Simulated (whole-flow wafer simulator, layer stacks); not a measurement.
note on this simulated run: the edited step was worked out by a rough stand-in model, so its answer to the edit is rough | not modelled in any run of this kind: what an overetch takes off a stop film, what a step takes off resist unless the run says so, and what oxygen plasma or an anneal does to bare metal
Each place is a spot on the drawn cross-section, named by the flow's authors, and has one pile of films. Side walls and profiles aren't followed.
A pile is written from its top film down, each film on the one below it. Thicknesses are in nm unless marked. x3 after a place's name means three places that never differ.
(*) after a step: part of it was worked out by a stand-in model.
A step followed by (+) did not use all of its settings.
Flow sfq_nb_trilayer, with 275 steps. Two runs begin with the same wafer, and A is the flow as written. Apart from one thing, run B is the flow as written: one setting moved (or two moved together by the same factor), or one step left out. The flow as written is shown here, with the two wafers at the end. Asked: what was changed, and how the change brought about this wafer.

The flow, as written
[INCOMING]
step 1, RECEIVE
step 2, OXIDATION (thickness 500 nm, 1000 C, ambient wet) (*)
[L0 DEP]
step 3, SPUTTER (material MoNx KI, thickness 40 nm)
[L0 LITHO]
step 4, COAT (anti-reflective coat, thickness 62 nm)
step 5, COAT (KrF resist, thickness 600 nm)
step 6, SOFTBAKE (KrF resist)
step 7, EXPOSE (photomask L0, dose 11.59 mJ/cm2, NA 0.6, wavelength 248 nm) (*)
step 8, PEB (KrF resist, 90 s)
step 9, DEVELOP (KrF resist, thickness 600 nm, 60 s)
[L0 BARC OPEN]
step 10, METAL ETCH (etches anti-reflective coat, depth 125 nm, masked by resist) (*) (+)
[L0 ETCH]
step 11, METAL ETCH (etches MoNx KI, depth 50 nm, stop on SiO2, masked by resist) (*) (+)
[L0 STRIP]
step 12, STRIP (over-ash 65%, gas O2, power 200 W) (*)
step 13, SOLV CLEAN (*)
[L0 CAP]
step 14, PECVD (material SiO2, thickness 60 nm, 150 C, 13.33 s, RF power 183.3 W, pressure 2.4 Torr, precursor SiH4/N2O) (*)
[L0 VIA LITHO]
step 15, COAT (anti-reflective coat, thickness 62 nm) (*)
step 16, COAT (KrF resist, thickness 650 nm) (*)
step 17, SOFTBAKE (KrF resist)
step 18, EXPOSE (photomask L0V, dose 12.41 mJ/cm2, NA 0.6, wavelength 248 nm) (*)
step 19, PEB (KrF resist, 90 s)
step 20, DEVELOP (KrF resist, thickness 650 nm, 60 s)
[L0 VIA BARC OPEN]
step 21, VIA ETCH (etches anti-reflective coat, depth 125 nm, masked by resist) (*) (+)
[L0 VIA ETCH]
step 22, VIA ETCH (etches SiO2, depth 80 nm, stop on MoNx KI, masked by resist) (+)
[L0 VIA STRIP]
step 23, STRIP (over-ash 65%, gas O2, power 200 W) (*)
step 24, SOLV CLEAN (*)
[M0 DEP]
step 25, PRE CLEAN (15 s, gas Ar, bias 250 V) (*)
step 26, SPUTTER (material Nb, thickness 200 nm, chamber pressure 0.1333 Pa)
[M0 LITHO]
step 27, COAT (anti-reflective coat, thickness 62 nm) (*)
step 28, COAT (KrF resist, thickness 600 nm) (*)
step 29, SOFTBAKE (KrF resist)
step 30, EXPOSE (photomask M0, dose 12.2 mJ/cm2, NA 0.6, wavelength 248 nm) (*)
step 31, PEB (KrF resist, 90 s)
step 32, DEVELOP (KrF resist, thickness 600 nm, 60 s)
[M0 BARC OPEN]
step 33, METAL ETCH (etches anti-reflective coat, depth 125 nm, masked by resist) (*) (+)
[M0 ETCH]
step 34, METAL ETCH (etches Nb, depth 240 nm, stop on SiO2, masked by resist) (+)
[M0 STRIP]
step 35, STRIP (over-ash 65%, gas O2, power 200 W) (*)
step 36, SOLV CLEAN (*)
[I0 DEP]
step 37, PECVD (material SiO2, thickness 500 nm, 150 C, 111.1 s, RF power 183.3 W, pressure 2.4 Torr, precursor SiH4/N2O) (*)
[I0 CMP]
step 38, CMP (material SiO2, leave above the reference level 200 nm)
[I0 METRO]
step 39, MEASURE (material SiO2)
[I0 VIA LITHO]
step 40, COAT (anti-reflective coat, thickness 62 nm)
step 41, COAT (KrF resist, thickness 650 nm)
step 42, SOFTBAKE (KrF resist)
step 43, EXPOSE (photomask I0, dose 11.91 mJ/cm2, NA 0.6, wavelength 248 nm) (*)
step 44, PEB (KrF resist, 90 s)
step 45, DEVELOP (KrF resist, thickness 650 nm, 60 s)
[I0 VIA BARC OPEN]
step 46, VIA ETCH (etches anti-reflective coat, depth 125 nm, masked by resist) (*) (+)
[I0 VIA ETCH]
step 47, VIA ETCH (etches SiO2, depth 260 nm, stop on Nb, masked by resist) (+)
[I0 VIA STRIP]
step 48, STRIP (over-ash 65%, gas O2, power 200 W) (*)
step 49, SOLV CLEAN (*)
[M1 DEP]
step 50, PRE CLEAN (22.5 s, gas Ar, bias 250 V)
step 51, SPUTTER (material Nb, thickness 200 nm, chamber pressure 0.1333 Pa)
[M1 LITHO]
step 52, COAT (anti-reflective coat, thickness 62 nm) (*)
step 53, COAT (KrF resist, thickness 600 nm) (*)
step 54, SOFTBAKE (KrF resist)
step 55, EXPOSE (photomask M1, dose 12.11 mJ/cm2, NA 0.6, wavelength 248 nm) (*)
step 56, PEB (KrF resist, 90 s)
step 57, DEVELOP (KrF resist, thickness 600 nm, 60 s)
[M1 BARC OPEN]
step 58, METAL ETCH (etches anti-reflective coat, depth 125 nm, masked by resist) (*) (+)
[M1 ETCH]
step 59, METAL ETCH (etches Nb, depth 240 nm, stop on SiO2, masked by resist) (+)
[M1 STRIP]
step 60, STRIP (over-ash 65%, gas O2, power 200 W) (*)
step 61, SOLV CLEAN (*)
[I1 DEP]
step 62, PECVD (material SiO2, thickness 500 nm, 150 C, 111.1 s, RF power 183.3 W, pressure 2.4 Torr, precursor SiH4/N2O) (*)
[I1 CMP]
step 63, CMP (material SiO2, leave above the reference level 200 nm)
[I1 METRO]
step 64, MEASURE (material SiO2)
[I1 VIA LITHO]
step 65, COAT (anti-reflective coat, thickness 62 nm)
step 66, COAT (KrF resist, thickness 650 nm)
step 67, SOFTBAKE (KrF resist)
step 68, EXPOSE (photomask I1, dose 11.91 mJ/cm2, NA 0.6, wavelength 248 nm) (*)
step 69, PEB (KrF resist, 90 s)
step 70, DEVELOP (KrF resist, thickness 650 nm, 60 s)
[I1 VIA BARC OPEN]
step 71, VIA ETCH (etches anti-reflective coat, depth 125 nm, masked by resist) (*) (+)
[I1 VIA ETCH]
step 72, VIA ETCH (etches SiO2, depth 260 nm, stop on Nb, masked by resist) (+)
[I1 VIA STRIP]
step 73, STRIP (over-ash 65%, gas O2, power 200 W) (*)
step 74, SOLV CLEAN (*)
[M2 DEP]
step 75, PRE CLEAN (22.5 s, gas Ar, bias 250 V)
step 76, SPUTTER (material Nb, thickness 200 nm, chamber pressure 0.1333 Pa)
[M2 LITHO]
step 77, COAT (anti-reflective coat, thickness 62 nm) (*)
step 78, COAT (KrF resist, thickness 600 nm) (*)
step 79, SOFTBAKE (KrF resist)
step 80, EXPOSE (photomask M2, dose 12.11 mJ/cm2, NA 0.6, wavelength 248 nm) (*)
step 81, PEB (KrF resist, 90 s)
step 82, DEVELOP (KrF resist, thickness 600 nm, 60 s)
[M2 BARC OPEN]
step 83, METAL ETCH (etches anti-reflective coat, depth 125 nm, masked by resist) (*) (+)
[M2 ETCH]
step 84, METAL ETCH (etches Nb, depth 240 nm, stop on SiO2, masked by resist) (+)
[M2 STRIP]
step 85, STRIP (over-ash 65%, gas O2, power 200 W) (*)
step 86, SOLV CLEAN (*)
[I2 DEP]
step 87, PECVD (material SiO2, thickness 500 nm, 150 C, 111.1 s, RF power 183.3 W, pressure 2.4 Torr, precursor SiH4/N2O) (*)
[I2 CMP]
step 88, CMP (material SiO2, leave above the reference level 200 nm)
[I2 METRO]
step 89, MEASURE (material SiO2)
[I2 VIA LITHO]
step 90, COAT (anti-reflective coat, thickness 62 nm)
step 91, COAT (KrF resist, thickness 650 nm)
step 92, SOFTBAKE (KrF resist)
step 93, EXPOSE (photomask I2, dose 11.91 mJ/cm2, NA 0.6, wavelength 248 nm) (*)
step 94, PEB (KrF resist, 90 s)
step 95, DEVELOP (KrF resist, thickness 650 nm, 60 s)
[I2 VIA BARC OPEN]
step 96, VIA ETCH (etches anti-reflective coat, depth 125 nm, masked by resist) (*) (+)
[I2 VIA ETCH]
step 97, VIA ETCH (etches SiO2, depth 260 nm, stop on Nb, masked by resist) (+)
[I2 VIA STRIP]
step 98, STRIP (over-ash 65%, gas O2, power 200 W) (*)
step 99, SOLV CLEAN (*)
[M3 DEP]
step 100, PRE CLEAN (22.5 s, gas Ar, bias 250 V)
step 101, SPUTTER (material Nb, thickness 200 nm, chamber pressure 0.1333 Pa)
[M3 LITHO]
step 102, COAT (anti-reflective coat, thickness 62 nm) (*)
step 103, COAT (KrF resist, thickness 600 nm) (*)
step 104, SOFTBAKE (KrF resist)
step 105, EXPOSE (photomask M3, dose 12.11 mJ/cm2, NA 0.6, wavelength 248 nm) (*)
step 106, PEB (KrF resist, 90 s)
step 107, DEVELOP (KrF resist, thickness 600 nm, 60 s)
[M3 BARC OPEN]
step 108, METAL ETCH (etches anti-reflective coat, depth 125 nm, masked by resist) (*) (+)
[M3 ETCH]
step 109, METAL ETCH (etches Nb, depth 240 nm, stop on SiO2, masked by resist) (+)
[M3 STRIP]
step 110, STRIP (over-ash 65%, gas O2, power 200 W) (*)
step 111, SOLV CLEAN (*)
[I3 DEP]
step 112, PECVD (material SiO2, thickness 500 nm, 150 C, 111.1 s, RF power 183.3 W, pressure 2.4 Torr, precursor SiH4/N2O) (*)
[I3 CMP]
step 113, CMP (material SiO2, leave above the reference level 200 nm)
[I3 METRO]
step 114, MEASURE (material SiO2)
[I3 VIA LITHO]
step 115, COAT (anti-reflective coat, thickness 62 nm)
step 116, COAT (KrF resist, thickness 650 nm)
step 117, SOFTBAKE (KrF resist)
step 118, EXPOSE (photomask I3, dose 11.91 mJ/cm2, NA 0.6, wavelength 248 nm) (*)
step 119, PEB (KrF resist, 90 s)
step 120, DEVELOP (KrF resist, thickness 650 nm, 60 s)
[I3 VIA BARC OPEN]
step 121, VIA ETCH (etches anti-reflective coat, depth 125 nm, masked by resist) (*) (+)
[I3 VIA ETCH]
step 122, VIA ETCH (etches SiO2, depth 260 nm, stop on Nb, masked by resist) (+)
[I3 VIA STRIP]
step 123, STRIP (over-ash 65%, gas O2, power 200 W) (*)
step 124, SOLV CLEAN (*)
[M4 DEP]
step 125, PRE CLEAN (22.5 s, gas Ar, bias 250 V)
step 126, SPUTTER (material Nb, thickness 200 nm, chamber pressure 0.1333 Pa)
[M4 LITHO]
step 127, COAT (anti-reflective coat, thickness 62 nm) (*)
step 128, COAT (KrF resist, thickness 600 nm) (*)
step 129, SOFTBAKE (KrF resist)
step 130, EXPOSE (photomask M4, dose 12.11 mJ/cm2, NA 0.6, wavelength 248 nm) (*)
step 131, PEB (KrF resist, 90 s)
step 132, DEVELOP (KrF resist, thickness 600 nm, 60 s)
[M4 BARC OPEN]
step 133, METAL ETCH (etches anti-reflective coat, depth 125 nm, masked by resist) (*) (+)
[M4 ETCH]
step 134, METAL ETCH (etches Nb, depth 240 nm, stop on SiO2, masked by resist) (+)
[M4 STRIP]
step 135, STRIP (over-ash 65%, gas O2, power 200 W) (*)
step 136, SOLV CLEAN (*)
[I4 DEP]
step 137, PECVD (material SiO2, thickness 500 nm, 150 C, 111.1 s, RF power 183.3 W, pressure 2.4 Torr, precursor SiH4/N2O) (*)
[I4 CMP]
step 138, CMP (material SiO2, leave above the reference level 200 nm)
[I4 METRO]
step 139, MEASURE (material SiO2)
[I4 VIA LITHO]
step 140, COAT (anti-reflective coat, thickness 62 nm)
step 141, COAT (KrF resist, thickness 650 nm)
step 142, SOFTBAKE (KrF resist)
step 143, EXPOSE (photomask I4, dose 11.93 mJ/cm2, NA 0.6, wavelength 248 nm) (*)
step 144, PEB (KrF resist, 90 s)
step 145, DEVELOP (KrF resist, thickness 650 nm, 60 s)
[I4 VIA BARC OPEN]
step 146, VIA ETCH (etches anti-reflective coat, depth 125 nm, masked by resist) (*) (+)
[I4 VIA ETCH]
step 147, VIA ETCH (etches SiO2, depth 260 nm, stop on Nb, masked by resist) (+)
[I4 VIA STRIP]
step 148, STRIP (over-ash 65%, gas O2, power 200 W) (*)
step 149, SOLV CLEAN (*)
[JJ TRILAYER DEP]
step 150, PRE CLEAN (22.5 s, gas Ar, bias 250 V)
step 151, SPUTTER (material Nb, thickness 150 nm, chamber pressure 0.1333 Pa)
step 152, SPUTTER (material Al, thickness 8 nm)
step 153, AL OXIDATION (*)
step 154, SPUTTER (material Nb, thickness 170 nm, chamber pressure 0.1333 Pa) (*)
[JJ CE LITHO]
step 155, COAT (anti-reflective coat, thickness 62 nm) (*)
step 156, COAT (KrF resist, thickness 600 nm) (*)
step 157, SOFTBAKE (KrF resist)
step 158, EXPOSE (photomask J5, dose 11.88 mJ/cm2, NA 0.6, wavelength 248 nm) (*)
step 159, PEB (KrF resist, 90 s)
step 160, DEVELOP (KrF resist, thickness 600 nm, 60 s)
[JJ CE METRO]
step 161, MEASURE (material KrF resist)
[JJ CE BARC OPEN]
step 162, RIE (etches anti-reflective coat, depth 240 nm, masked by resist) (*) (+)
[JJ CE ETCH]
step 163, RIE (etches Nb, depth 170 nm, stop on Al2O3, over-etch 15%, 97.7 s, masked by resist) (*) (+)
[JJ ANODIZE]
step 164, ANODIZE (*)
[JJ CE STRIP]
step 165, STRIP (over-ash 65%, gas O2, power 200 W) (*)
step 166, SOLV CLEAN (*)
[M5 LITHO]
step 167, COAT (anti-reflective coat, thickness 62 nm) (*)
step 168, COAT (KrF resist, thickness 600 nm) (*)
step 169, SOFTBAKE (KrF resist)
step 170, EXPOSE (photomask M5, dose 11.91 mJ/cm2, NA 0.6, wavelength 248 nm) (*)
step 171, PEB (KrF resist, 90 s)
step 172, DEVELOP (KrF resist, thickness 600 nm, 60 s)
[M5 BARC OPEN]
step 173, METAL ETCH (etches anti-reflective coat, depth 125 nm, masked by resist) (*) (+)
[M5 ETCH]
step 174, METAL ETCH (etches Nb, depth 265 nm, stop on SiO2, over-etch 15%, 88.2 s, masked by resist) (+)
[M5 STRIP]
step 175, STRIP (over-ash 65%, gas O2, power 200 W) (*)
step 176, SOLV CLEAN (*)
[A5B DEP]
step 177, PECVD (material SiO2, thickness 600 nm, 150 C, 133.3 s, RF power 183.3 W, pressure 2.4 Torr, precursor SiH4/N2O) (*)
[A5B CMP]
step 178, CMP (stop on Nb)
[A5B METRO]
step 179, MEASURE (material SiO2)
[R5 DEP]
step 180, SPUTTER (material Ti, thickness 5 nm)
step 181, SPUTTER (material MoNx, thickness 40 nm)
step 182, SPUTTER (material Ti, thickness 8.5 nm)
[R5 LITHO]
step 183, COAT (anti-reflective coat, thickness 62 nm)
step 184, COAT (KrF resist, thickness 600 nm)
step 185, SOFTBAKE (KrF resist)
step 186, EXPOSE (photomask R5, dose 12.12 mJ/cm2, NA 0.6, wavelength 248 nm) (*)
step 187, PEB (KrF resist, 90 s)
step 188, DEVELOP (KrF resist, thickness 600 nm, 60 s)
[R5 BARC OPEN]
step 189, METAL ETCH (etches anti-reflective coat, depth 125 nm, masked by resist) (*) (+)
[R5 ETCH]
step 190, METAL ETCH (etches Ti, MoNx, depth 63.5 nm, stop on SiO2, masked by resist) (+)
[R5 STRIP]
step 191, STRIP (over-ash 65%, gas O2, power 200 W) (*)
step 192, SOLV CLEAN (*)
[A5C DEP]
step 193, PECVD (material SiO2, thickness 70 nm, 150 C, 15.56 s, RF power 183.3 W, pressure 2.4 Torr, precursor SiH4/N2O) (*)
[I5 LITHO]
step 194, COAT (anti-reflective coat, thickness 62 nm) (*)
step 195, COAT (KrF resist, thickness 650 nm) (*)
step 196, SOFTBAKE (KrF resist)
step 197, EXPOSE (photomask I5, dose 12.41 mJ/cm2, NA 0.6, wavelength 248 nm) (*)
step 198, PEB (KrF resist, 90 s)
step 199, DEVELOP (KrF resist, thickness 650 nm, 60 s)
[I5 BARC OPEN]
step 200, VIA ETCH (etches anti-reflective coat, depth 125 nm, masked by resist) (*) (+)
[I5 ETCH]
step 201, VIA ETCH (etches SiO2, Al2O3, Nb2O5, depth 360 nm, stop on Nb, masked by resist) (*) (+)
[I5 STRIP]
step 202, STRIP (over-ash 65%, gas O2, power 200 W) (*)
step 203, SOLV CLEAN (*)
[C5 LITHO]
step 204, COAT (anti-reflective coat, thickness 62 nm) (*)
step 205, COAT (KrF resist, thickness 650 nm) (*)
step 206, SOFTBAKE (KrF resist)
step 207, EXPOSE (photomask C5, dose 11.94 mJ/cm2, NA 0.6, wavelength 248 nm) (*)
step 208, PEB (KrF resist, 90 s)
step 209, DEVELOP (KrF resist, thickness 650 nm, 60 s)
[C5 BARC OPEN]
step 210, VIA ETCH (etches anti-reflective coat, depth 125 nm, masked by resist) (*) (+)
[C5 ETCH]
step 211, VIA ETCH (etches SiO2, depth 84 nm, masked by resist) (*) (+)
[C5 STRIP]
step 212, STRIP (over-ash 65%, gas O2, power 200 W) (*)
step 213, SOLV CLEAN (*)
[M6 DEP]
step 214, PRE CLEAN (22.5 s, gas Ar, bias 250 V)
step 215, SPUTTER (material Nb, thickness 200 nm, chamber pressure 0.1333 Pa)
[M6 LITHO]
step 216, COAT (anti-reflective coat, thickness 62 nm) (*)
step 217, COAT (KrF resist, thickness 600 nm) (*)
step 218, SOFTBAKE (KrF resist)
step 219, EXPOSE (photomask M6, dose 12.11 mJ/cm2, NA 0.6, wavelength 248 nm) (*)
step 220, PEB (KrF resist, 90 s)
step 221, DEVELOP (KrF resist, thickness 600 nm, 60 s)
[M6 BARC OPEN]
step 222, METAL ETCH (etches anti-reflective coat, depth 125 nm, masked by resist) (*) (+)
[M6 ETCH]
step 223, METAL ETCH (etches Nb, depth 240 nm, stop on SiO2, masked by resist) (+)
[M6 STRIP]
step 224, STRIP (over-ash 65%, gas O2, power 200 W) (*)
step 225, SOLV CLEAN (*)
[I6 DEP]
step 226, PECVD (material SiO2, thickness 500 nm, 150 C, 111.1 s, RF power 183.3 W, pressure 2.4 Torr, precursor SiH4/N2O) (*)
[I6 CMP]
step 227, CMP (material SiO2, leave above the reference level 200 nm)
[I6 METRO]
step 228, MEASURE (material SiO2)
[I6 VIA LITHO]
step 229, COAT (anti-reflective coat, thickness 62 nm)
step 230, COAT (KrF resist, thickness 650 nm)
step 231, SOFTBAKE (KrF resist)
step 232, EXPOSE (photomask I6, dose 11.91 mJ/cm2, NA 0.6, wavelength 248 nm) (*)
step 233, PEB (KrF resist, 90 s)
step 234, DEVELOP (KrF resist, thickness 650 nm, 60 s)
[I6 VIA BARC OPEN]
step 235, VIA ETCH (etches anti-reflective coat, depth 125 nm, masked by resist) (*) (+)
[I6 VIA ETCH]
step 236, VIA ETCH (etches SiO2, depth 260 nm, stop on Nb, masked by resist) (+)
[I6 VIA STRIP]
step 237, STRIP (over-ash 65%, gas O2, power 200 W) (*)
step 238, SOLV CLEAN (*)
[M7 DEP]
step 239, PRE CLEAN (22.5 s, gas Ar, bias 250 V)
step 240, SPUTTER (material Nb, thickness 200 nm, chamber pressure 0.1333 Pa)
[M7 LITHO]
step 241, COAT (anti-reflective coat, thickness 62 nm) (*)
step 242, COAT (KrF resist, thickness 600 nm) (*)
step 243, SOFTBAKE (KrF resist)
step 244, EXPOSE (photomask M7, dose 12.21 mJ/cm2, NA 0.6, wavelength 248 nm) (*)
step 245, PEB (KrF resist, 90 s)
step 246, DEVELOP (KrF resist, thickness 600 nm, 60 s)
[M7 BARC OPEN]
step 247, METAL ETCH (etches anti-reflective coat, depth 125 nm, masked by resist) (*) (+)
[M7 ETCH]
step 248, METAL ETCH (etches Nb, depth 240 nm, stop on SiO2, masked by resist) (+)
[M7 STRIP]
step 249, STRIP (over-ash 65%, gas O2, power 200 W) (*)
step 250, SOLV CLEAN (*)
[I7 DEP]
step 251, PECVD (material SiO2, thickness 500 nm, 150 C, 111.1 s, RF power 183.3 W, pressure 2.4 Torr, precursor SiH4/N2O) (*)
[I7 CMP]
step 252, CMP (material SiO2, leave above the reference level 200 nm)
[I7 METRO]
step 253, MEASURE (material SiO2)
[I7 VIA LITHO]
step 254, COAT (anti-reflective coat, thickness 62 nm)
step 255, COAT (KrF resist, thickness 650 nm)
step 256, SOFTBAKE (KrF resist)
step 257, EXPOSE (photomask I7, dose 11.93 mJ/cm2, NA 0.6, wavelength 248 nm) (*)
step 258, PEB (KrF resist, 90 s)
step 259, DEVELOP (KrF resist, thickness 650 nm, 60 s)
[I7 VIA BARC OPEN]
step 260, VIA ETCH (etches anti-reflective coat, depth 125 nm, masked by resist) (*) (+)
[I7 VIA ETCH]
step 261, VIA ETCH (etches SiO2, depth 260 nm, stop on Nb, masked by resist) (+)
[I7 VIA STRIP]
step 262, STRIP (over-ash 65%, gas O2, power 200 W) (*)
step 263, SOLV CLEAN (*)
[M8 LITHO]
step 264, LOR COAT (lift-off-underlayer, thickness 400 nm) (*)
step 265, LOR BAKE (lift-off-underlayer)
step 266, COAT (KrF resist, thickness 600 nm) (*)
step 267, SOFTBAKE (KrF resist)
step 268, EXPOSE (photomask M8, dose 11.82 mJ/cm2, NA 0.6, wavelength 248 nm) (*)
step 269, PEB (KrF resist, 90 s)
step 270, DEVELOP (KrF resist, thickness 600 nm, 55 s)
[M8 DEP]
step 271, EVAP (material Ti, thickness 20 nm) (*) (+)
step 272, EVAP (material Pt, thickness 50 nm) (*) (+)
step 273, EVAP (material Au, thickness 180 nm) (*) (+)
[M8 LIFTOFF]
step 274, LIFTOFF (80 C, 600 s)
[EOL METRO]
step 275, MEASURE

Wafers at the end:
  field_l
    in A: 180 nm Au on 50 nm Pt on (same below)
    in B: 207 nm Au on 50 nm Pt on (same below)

The reason: step 273, EVAP: thickness 207 nm was run, though the flow has thickness 180 nm.
The wafer lets one read it off: field_l has Au 207, and step 273 as written asks for 180 nm.

The path from the change to this, step by step:
  step 273, EVAP (material Au, thickness 180 nm) (*) (+)
      field_l, v_sur, via_wl and 103 more: A +180 Au (new film) | B +207 Au (new film)
  step 274, LIFTOFF (80 C, 600 s)
      p4_fl, p4_fm, p4_w1 and 71 more: A -180 Au (all of it), -50 Pt (all of it), -20 Ti (all of it), -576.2 KrF resist (all of it), -400 lift-off-underlayer (all of it) | B -207 Au (all of it), -50 Pt (all of it), -20 Ti (all of it), -576.2 KrF resist (all of it), -400 lift-off-underlayer (all of it)
      c5j, ce_r: A -180 Au (all of it), -50 Pt (all of it), -20 Ti (all of it), -573.3 KrF resist (all of it), -399.3 lift-off-underlayer (all of it) | B -207 Au (all of it), -50 Pt (all of it), -20 Ti (all of it), -573.3 KrF resist (all of it), -399.3 lift-off-underlayer (all of it)
      (as well as at 19 more places)
